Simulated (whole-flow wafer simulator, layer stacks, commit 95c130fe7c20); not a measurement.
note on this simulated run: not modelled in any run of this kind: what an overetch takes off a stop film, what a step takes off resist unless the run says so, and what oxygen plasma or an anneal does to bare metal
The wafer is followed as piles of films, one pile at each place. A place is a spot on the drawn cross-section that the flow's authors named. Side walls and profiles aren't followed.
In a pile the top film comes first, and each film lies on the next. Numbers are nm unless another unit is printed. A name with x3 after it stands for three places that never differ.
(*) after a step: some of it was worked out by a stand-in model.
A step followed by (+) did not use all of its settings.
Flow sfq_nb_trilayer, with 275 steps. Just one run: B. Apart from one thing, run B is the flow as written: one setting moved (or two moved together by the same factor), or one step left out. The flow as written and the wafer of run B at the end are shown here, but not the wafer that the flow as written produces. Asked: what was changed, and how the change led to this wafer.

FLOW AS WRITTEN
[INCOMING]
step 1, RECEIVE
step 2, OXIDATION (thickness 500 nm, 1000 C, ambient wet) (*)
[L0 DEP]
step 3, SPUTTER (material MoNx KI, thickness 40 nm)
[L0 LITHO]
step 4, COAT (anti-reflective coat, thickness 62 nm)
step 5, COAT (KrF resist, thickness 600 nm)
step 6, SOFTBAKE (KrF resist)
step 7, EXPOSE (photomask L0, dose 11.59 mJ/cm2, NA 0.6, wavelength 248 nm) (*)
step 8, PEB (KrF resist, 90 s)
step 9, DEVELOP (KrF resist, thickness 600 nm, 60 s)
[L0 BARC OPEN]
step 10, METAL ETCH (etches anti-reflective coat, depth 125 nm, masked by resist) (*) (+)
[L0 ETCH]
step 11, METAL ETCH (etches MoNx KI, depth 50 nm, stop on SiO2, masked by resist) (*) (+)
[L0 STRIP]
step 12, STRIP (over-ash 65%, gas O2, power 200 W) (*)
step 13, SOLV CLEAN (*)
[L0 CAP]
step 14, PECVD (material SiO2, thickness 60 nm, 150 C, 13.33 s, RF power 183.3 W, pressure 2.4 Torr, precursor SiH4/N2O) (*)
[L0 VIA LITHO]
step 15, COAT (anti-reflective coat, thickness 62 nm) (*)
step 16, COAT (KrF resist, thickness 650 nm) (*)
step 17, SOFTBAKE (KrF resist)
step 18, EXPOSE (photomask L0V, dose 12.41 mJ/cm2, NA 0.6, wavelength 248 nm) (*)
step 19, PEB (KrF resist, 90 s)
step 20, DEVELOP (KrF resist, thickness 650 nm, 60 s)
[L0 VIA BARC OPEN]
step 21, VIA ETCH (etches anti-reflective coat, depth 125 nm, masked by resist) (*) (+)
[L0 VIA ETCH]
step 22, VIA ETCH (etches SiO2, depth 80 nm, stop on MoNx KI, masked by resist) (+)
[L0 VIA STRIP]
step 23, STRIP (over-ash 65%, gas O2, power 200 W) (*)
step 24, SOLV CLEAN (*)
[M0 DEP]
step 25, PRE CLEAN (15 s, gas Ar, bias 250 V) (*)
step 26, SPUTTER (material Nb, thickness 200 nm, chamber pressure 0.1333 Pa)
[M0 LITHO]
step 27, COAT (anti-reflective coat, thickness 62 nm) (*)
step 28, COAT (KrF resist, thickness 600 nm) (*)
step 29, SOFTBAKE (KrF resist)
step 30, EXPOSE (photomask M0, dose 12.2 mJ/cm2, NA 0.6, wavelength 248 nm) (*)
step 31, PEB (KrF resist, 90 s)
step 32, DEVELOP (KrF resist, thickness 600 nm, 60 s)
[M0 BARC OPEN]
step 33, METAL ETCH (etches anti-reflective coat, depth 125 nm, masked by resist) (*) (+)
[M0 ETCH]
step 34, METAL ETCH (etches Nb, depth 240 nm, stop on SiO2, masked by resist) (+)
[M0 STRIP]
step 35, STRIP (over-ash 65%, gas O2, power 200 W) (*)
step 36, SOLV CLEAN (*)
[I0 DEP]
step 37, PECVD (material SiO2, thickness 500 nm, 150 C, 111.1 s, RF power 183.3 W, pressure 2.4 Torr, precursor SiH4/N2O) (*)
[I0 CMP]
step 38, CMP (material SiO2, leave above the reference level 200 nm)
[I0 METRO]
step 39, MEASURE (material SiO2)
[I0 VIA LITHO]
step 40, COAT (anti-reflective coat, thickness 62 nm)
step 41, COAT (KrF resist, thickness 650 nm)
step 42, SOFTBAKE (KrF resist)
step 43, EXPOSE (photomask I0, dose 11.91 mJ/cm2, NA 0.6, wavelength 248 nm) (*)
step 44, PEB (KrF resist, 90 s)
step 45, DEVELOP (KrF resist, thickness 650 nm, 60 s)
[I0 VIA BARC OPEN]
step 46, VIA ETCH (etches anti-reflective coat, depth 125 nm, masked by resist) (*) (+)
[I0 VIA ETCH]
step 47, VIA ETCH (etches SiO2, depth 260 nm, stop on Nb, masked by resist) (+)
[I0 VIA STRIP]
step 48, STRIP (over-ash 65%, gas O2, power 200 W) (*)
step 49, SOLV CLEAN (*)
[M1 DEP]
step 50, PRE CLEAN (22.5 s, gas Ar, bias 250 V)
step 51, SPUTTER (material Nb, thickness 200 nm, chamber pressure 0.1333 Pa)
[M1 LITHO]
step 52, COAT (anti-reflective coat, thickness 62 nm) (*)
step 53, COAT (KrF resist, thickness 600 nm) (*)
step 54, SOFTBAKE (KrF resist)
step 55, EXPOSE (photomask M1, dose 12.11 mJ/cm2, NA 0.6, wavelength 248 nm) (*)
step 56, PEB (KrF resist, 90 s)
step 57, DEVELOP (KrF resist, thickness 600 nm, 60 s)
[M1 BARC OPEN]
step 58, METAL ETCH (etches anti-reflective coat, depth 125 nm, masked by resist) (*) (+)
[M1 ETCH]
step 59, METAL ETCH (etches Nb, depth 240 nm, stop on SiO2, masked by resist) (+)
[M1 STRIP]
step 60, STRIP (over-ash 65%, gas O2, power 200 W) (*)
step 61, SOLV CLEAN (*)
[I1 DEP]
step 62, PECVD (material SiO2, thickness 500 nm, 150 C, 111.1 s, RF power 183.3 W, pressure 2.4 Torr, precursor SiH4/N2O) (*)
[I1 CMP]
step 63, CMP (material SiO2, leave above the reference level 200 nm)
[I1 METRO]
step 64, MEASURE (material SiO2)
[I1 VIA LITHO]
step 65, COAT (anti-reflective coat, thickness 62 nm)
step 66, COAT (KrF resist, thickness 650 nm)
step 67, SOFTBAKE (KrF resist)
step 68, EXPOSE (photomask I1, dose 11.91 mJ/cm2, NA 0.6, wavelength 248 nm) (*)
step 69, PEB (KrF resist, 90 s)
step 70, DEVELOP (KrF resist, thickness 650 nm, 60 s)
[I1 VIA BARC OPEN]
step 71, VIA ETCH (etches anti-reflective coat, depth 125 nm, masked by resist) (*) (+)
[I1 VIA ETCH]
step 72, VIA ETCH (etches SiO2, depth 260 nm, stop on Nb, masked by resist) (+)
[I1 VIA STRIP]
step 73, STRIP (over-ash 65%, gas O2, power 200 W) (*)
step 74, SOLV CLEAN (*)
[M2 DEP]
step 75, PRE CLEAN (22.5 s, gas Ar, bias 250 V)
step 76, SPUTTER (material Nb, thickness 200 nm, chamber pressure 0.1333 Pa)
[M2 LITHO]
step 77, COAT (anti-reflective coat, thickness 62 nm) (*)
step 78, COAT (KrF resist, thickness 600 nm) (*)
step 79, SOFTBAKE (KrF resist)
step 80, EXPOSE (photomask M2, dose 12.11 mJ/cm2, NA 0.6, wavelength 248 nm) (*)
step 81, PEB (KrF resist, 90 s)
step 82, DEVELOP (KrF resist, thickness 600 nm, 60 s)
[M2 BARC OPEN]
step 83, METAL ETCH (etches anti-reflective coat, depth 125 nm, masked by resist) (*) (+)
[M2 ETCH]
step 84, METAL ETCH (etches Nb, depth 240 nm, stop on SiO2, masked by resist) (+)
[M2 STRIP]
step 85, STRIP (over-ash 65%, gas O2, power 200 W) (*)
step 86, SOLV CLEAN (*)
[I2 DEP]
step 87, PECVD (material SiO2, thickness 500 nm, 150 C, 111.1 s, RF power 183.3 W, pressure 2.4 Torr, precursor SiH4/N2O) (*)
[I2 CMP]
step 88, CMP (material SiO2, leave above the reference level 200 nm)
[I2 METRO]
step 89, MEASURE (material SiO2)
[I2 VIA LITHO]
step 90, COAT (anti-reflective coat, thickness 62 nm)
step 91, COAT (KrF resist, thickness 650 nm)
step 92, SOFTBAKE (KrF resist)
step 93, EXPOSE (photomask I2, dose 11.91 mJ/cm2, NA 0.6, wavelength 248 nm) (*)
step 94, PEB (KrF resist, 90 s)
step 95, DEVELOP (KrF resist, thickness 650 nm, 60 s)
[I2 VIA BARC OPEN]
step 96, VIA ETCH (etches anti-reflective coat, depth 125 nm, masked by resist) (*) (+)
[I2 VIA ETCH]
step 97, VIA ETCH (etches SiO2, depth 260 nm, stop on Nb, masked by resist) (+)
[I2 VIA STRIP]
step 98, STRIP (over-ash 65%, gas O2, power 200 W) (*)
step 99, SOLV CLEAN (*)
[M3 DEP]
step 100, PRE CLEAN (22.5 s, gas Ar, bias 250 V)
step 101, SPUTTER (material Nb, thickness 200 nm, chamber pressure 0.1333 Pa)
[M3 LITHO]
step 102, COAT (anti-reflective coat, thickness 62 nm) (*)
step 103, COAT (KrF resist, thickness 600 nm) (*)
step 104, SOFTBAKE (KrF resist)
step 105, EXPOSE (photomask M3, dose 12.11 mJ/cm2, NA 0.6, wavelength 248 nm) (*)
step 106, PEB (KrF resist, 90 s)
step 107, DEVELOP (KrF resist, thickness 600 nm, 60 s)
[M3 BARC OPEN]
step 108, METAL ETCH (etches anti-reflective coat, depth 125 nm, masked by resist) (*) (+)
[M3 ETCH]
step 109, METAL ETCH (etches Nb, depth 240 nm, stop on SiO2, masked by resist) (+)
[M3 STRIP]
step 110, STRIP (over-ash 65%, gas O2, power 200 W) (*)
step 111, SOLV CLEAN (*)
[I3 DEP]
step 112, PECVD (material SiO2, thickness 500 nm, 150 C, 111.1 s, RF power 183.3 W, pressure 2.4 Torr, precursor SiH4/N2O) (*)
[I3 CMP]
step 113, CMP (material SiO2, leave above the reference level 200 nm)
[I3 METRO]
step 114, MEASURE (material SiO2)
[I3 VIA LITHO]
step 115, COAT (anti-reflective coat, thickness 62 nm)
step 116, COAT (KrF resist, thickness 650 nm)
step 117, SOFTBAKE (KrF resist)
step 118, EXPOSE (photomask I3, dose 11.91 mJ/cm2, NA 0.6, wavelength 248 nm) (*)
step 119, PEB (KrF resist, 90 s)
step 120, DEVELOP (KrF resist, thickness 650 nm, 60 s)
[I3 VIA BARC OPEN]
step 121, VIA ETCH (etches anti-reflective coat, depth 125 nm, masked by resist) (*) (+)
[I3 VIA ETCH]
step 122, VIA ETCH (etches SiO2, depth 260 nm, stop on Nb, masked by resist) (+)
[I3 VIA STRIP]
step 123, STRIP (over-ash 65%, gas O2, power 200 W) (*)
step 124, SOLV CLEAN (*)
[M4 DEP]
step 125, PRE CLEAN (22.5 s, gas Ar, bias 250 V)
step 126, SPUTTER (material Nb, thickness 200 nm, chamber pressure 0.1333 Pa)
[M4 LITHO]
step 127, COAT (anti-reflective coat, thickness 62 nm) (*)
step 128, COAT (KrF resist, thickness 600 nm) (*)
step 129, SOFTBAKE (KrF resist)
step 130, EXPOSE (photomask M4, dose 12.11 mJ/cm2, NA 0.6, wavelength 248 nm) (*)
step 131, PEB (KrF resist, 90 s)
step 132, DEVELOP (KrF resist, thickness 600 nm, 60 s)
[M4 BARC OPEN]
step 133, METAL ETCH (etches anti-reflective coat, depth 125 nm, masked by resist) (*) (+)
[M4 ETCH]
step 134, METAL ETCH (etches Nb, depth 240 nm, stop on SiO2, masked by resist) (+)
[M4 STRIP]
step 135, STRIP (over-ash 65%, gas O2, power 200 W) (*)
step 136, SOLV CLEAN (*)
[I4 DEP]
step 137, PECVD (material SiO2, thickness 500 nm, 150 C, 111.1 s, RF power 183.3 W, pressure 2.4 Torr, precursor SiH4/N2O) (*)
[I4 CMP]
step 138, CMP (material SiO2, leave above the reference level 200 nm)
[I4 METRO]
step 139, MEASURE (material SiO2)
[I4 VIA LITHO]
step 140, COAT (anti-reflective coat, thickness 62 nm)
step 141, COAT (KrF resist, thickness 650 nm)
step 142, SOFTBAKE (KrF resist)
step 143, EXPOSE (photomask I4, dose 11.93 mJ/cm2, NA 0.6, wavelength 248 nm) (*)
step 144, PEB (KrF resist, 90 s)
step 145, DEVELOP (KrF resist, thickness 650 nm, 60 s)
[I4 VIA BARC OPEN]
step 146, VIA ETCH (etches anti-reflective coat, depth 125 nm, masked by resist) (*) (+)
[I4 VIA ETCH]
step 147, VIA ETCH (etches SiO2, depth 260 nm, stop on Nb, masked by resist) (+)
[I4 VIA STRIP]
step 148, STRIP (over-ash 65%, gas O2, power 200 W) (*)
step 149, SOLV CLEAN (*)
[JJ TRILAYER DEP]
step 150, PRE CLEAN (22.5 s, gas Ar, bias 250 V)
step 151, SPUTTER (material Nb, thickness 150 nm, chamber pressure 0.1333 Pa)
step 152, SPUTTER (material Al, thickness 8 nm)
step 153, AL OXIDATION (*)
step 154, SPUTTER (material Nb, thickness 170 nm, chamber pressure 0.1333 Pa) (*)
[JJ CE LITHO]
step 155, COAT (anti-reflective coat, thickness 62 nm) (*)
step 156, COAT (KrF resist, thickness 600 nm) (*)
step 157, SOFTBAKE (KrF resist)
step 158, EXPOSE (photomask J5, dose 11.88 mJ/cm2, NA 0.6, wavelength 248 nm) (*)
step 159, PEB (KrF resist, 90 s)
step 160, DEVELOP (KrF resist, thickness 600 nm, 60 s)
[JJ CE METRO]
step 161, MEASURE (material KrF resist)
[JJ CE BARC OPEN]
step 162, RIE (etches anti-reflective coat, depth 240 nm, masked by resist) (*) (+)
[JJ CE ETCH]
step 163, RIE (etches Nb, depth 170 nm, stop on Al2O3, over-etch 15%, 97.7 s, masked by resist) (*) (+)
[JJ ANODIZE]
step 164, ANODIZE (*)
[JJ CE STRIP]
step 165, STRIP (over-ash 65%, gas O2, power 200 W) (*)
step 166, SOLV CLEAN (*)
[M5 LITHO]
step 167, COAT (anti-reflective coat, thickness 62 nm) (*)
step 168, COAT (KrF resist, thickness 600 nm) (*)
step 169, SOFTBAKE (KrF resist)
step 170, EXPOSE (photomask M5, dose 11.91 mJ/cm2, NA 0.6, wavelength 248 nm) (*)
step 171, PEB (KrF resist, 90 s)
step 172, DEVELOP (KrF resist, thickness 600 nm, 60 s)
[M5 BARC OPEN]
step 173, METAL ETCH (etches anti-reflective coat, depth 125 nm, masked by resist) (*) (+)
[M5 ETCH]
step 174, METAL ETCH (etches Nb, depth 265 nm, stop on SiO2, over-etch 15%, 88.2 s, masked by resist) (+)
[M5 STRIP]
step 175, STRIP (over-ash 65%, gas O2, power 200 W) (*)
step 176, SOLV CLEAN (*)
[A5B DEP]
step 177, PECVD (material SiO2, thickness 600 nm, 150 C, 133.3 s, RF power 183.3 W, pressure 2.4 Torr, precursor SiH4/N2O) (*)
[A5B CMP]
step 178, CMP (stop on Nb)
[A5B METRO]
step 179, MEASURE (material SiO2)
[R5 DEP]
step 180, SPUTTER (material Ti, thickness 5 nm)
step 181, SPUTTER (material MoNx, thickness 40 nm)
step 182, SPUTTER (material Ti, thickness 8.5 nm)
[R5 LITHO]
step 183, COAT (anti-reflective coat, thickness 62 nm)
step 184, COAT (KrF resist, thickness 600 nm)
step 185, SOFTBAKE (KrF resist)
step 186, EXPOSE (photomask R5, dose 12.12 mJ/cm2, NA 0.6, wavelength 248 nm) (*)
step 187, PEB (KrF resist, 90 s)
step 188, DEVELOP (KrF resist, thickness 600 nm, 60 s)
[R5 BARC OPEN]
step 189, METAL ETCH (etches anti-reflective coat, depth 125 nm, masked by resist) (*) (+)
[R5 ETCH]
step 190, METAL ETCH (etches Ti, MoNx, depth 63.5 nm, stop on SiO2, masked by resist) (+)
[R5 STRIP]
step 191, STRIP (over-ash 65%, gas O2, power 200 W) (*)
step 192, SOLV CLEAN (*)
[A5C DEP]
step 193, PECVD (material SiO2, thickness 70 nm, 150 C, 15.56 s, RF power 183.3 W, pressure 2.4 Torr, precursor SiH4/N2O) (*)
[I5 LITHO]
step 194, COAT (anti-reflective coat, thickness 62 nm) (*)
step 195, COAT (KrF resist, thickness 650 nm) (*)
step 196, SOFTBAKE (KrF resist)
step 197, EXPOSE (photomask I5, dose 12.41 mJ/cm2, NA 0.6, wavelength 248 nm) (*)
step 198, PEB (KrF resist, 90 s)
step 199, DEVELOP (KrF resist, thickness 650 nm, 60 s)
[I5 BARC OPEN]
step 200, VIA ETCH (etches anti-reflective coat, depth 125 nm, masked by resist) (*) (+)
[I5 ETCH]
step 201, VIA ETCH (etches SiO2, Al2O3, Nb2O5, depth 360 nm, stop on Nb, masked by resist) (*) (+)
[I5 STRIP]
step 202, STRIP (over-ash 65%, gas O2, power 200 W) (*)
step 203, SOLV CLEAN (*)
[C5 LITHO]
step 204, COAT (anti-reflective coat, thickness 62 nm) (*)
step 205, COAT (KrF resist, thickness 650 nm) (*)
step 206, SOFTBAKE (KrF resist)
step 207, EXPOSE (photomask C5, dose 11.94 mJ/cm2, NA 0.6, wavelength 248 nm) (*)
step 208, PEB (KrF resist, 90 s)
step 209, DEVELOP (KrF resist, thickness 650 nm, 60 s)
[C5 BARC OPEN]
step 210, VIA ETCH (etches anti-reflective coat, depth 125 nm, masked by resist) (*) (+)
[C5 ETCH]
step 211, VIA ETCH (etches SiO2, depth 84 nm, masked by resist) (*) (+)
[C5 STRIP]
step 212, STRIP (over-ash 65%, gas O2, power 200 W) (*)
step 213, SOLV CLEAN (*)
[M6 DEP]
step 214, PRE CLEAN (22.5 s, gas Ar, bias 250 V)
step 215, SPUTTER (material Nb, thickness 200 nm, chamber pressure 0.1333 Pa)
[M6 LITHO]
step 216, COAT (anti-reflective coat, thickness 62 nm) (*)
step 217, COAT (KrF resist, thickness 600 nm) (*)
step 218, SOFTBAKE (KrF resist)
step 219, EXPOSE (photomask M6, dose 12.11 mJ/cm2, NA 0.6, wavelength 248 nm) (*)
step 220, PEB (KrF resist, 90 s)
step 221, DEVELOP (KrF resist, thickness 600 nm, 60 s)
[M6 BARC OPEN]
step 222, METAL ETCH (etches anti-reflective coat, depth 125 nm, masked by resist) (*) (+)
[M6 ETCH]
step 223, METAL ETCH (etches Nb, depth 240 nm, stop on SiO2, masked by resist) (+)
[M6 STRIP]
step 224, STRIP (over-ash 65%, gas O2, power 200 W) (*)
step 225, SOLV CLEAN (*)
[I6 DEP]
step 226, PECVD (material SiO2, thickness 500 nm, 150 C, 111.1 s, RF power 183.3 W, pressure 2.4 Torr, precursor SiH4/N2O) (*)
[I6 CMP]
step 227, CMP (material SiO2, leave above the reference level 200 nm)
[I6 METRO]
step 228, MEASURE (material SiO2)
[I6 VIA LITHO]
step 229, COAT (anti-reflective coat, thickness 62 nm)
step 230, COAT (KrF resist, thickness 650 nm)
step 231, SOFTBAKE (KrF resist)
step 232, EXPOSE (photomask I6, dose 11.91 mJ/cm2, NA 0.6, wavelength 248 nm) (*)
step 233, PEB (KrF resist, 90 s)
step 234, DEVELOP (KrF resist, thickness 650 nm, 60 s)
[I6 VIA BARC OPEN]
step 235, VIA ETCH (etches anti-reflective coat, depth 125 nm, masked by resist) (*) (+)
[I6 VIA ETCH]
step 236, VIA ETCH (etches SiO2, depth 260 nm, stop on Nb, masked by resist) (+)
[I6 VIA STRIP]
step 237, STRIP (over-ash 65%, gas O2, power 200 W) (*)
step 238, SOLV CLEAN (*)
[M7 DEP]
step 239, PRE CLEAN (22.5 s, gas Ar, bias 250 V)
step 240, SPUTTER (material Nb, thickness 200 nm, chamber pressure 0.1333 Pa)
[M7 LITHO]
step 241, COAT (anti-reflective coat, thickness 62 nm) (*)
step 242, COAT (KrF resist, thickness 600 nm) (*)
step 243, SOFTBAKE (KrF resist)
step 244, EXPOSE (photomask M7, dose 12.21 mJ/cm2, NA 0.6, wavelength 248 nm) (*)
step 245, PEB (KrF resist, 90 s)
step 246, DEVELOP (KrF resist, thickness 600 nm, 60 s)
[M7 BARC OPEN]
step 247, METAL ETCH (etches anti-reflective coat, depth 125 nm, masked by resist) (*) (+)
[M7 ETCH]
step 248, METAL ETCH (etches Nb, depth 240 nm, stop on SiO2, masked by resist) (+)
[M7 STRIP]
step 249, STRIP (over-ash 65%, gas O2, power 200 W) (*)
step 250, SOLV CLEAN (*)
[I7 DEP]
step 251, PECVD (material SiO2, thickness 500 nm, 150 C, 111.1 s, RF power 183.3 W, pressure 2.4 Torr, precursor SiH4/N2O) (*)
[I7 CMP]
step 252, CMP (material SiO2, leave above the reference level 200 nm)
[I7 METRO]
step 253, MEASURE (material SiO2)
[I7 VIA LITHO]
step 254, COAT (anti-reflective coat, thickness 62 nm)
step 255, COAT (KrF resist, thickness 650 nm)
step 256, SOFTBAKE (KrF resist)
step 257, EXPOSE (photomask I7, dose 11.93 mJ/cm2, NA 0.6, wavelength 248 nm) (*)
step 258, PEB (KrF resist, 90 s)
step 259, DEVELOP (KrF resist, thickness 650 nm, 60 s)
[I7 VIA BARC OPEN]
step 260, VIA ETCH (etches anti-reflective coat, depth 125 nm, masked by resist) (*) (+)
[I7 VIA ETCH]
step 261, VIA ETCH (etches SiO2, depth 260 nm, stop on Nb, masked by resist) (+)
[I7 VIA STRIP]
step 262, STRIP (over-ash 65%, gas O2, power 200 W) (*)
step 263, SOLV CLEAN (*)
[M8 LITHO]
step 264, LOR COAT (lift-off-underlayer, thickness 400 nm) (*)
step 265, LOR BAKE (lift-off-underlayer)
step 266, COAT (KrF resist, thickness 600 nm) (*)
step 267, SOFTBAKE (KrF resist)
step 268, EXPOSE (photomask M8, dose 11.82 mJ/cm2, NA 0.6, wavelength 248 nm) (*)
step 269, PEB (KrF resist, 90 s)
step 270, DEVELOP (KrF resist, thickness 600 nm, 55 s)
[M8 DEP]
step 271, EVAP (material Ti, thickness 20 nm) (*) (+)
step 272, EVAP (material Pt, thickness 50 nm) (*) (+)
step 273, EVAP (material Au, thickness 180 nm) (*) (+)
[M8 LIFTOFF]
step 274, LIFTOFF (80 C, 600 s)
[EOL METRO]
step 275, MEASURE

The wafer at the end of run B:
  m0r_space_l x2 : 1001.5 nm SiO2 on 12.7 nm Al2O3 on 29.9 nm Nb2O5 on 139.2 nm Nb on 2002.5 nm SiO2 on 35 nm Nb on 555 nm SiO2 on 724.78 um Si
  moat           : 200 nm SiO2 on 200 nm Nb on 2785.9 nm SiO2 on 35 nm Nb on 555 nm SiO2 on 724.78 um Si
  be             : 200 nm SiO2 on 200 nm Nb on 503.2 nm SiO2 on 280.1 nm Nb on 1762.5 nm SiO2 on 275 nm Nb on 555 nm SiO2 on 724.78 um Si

What caused this: step 26, SPUTTER: thickness 275 nm was run, while the flow as written has thickness 200 nm.
The wafer itself shows it: be has Nb 275, and step 26 as written asks for 200 nm.

The path from the change to this, step by step:
  step 26, SPUTTER (material Nb, thickness 200 nm, chamber pressure 0.1333 Pa)
      field_l, v_sur, via_wl and 102 more: Nb gains 275 (new film) (as written it would have been: Nb gains 200 (new film))
      l0v: Nb gains 270.9 (new film) (as written it would have been: Nb gains 195.7 (new film))
  step 34, METAL ETCH (etches Nb, depth 240 nm, stop on SiO2, masked by resist) (+)
      moat, m0r_space_l x2: Nb loses 240 (as written it would have been: Nb loses 200 (all of it))
  step 37, PECVD (material SiO2, thickness 500 nm, 150 C, 111.1 s, RF power 183.3 W, pressure 2.4 Torr, precursor SiH4/N2O) (*)
      moat, m0r_space_l x2: SiO2 gains 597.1 (new film) (as written it would have been: SiO2 gains 557.1)
Taking metal films that touch as one body, m0r_space_l x2 has 2 bodies (between them, from the top down: SiO2 2002.5); the flow as written gives 1 body.
Taking metal films that touch as one body, moat has 2 bodies (between them, from the top down: SiO2 2785.9); the flow as written gives 1 body.
